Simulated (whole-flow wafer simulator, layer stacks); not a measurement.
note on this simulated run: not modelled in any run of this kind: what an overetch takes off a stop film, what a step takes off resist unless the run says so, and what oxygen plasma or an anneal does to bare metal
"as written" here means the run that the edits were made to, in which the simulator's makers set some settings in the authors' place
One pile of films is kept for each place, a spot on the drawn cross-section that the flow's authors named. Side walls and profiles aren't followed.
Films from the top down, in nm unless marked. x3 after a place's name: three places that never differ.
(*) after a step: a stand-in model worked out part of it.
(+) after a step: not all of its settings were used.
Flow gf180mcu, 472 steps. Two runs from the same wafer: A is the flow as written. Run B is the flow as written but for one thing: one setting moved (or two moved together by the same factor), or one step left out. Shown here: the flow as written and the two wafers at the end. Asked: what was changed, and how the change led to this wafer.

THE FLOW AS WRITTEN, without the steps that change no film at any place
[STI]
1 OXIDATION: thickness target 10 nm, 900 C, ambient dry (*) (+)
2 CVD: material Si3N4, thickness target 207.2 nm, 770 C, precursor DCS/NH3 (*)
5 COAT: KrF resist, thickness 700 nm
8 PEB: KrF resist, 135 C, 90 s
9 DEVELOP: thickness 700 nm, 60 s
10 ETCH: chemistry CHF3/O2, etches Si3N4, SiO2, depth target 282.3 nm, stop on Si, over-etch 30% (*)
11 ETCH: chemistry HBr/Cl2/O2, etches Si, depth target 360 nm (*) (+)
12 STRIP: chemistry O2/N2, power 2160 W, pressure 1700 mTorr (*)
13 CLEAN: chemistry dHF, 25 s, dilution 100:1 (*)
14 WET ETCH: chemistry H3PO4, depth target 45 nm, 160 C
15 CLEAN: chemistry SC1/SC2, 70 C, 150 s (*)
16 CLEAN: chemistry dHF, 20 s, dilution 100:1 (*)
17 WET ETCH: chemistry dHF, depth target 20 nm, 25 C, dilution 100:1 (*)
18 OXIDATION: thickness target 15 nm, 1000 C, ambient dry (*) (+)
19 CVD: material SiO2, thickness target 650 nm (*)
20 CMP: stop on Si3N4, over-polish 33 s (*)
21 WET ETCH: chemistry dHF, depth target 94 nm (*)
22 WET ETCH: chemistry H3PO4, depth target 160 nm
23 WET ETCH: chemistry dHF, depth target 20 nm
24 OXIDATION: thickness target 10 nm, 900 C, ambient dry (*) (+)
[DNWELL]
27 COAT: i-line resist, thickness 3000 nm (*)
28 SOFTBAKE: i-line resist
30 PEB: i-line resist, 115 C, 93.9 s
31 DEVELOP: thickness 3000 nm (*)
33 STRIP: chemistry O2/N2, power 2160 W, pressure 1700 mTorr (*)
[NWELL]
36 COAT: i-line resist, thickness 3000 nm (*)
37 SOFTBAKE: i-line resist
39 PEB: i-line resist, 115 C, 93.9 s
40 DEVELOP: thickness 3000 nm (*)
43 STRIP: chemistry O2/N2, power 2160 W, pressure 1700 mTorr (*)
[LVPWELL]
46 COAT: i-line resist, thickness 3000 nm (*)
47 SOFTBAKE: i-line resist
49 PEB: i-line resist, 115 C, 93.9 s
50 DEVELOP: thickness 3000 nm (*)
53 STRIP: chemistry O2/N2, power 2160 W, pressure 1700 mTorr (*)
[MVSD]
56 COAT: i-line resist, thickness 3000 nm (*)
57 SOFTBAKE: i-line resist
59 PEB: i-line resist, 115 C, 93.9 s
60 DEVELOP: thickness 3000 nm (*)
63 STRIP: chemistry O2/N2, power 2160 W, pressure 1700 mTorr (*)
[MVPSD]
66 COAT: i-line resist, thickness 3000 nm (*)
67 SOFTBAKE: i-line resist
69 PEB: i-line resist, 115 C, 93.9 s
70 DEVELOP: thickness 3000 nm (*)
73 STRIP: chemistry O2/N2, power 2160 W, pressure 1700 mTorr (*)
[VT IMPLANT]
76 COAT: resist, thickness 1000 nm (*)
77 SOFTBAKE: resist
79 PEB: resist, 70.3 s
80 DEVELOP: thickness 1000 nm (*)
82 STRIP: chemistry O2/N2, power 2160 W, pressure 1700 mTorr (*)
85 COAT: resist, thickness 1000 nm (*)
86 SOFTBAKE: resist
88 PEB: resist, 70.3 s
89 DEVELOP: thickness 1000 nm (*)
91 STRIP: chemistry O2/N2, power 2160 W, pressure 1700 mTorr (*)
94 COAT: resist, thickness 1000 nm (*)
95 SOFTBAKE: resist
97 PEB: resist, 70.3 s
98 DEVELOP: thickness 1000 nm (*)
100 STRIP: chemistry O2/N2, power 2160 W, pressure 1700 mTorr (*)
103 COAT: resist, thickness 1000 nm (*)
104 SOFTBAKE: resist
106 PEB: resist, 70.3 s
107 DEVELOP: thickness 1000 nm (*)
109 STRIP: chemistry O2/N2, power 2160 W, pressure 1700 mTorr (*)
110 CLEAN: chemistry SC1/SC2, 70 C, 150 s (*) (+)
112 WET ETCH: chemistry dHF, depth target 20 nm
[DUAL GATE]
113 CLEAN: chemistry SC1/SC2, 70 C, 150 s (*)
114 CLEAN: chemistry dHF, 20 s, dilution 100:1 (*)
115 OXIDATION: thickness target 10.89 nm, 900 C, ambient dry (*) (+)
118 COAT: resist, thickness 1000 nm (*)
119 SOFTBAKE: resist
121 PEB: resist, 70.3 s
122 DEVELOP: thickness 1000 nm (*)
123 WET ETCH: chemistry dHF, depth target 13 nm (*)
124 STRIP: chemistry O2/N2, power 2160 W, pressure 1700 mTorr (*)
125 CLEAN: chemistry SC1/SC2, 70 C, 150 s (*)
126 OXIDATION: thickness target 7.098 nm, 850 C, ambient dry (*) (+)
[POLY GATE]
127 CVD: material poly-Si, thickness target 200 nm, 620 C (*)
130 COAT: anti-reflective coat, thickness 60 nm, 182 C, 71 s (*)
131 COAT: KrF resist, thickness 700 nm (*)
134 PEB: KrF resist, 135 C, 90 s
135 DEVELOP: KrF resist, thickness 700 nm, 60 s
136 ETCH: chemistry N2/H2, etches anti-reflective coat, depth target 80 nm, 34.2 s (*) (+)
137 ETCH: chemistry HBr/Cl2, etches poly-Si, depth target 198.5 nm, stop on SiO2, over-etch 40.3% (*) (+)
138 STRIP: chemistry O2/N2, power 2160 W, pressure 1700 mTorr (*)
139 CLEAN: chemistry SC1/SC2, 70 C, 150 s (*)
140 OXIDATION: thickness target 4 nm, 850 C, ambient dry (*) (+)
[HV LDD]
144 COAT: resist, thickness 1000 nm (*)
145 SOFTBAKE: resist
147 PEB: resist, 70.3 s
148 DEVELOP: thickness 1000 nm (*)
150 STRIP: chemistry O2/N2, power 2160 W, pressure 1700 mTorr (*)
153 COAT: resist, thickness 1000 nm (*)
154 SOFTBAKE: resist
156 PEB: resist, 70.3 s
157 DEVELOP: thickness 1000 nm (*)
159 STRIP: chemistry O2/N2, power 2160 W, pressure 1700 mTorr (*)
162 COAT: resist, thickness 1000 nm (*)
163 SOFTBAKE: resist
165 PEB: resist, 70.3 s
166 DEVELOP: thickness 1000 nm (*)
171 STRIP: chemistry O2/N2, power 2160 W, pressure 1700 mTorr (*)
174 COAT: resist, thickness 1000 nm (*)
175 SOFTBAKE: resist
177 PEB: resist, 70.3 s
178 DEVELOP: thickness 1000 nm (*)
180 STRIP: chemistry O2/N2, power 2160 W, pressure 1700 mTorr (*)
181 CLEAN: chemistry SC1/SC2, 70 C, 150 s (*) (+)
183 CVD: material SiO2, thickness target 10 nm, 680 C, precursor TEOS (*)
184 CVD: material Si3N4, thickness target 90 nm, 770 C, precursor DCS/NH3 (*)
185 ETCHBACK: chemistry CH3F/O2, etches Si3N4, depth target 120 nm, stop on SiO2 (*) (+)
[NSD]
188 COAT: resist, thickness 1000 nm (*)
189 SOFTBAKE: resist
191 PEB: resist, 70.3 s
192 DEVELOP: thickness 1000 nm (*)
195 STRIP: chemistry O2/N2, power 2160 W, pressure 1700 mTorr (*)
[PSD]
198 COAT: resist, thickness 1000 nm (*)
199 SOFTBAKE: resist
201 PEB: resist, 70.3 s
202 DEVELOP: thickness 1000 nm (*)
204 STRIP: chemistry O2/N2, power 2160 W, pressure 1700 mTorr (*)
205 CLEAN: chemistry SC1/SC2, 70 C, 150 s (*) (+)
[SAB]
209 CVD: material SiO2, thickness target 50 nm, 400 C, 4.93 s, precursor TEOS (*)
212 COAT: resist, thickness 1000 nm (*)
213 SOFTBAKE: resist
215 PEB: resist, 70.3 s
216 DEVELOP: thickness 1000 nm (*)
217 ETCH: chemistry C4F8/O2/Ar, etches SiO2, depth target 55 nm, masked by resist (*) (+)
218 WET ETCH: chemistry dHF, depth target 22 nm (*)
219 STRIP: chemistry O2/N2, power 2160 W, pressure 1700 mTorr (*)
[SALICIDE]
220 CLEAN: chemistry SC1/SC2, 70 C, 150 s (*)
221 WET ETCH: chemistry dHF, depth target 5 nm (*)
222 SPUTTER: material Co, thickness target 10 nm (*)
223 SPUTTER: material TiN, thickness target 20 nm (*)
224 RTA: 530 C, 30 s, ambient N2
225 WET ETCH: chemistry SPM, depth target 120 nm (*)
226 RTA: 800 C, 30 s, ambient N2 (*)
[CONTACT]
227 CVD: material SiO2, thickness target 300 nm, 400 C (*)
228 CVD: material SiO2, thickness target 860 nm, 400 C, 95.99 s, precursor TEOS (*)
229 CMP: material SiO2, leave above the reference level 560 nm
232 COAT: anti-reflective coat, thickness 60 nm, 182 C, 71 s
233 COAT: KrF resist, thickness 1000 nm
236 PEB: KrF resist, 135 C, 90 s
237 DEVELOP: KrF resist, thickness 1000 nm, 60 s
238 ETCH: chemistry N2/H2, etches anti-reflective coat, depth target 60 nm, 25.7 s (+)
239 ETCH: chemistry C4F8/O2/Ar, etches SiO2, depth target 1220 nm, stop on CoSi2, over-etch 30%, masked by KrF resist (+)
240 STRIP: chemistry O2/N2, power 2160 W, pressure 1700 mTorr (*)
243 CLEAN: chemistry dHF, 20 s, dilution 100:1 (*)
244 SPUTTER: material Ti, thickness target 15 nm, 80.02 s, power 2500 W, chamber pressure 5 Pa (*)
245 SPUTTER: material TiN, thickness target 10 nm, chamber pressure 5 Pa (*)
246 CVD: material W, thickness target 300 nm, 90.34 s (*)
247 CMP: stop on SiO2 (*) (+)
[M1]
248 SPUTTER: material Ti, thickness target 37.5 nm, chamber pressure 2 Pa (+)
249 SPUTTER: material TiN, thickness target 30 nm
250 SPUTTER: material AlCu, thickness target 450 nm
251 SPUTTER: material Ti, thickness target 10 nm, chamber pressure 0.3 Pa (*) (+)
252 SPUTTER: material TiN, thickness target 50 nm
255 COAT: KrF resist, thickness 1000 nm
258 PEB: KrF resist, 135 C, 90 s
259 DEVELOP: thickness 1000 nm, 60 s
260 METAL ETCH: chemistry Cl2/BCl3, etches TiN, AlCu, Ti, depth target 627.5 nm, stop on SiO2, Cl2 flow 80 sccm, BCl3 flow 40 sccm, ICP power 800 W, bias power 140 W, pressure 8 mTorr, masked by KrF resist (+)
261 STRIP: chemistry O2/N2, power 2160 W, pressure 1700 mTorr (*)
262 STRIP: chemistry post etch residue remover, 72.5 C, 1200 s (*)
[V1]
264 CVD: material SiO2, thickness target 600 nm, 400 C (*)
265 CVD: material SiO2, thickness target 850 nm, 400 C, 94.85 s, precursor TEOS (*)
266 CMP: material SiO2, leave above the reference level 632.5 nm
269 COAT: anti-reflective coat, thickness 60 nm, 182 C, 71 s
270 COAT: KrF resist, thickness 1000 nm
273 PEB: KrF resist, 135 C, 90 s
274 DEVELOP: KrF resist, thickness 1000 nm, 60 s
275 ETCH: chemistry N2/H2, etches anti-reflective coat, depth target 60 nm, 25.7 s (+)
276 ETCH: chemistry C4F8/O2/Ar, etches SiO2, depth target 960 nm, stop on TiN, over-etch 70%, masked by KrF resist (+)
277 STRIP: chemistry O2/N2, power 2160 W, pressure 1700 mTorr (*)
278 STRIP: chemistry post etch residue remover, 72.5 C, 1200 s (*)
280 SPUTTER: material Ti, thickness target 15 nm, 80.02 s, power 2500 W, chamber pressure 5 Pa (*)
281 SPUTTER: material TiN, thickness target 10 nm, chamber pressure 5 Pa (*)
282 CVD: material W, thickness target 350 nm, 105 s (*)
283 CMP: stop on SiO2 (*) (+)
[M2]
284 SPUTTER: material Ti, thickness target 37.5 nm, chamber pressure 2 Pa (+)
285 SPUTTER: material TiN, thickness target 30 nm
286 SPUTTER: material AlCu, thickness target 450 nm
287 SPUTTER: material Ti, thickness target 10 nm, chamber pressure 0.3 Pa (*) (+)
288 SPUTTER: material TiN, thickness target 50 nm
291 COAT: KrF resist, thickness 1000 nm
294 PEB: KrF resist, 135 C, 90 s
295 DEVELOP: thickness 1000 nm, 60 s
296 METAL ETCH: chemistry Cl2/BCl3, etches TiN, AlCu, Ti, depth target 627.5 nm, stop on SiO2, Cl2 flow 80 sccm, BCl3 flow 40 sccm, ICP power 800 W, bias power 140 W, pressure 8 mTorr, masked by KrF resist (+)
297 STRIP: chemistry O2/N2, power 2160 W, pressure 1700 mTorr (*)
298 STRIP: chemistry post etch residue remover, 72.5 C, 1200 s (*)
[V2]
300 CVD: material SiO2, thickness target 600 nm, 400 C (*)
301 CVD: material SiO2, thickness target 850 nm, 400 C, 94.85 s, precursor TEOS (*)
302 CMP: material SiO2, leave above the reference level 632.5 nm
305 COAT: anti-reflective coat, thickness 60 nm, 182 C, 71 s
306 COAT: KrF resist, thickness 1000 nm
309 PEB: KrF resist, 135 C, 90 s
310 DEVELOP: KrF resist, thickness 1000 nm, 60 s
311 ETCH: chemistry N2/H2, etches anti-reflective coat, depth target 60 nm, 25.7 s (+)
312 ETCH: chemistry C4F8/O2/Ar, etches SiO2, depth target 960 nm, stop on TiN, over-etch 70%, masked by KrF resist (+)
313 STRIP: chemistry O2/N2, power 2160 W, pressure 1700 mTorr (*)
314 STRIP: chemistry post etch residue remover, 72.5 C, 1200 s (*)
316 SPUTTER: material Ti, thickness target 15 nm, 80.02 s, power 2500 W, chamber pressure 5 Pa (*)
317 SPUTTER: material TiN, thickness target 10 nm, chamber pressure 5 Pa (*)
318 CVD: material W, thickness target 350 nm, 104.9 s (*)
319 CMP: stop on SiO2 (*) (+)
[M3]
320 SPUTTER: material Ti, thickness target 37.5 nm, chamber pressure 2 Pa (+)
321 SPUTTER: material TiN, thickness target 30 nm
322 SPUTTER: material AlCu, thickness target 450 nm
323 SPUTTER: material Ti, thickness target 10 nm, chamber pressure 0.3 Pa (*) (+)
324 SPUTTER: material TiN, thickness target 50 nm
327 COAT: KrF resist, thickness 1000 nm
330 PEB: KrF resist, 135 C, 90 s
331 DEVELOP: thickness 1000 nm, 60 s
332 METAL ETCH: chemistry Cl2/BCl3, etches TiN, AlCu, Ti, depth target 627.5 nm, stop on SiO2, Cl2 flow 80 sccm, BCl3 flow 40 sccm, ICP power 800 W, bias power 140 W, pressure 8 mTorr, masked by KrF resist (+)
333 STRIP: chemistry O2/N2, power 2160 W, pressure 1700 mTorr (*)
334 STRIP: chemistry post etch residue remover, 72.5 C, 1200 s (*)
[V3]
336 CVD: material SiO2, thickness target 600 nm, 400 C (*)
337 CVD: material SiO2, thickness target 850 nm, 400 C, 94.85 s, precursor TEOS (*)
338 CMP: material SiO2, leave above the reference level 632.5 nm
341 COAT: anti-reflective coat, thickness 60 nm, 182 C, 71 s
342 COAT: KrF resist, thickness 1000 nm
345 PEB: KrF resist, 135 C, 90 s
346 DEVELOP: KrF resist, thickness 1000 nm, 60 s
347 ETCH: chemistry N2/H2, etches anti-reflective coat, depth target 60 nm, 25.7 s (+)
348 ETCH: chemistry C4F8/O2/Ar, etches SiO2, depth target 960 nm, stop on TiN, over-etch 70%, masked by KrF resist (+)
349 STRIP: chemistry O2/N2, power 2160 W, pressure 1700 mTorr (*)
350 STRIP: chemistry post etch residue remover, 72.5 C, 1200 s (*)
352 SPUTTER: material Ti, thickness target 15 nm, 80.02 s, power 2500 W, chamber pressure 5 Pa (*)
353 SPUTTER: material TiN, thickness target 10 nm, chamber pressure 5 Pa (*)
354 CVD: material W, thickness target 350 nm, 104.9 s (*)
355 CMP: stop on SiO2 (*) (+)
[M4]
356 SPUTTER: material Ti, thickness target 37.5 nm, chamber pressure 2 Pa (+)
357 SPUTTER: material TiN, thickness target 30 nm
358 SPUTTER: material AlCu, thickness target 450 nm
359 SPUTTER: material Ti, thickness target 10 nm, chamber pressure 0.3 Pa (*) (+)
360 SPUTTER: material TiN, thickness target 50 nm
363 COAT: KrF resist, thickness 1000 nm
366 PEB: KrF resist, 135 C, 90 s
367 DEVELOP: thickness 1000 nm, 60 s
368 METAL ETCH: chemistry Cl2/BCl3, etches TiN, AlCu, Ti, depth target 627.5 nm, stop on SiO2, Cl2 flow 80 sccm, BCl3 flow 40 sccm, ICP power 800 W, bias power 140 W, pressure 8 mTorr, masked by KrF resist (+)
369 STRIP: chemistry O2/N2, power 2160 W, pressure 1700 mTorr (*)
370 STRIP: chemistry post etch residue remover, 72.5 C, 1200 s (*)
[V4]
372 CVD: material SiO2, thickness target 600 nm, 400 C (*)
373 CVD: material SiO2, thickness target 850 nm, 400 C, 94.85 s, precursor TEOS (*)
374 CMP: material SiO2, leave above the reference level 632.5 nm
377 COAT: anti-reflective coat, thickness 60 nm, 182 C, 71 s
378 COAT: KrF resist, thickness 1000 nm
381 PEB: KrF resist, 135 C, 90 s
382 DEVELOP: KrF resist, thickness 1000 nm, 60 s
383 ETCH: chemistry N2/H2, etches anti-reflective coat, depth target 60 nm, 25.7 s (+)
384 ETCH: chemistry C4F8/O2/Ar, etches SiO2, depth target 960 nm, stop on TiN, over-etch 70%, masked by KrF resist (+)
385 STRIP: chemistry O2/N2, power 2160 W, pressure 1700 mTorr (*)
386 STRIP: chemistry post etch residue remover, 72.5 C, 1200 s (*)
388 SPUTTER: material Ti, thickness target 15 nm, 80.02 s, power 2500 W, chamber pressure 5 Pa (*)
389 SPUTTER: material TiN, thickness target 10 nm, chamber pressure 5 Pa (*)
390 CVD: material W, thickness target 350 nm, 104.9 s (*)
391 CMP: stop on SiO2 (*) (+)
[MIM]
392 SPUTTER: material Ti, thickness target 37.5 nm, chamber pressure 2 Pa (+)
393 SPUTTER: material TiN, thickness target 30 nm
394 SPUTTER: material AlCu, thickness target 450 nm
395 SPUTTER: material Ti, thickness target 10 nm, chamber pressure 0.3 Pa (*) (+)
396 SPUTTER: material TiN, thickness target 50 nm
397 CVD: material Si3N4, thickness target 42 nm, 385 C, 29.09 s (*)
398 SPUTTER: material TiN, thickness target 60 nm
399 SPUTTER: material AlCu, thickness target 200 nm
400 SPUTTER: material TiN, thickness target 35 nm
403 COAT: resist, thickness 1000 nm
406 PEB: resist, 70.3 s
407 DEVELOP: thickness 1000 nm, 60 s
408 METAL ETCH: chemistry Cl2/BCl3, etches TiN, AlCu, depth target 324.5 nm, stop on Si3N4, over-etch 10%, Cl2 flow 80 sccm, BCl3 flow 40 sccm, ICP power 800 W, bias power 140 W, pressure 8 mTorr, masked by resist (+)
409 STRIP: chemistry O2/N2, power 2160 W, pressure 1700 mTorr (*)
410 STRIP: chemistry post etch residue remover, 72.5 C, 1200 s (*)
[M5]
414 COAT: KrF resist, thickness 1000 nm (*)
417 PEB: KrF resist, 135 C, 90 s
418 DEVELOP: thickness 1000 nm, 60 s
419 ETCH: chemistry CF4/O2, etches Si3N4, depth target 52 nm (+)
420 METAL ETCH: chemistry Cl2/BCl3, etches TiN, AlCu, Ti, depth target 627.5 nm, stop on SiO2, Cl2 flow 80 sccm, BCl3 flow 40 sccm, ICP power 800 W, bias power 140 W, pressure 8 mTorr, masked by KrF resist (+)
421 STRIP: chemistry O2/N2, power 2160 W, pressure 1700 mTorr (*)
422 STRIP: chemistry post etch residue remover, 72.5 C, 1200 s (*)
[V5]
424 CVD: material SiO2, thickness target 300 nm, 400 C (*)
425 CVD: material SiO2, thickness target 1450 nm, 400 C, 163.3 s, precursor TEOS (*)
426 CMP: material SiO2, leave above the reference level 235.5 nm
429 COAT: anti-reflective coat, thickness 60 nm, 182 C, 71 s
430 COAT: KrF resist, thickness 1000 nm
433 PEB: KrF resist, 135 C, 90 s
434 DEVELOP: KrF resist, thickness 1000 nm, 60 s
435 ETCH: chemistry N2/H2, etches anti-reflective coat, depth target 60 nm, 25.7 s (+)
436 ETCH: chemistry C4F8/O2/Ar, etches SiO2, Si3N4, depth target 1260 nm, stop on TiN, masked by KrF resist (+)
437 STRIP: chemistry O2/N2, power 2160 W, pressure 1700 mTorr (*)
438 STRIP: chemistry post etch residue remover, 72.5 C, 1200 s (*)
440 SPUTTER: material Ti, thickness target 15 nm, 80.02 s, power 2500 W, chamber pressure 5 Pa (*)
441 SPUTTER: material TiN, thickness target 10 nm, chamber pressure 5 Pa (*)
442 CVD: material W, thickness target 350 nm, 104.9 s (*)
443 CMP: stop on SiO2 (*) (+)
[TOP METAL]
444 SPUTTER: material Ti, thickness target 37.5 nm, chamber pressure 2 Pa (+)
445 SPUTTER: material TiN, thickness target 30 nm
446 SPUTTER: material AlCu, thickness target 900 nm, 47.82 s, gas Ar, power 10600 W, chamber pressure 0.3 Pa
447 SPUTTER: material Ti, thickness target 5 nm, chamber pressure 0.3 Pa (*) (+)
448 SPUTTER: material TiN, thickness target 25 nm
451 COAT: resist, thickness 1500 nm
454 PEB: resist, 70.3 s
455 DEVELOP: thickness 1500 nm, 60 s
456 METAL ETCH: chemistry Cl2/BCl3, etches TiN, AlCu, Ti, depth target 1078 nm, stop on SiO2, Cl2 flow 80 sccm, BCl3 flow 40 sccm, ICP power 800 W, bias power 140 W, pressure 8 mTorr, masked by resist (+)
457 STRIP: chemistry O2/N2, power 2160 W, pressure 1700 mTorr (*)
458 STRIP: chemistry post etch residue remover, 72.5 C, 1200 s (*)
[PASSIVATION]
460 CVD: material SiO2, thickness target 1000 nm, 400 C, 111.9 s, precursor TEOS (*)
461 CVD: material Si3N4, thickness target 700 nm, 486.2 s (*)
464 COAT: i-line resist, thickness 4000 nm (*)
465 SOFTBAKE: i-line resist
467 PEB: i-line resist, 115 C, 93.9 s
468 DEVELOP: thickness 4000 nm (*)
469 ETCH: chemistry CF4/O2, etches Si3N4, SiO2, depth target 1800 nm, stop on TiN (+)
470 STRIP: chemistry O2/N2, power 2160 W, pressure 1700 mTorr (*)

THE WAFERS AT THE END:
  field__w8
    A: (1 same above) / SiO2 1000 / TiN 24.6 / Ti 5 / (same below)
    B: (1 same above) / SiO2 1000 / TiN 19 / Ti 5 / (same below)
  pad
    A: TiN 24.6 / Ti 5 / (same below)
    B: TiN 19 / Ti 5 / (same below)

The cause: step 448, SPUTTER: thickness target 19.4 nm was run, where the flow has thickness target 25 nm.

How the change led to this, step by step:
  448 SPUTTER: material TiN, thickness target 25 nm
      field, field__w1, field__w2 and 109 more: A TiN +25 (new film) | B TiN +19.4 (new film)
  456 METAL ETCH: chemistry Cl2/BCl3, etches TiN, AlCu, Ti, depth target 1078 nm, stop on SiO2, Cl2 flow 80 sccm, BCl3 flow 40 sccm, ICP power 800 W, bias power 140 W, pressure 8 mTorr, masked by resist (+)
      field, field__w1, field__w2 and 103 more: A TiN -25 (all of it), Ti -5 (all of it), AlCu -900 (all of it), TiN -30 (all of it), Ti -37.5 (all of it) | B TiN -19.4 (all of it), Ti -5 (all of it), AlCu -900 (all of it), TiN -30 (all of it), Ti -37.5 (all of it)
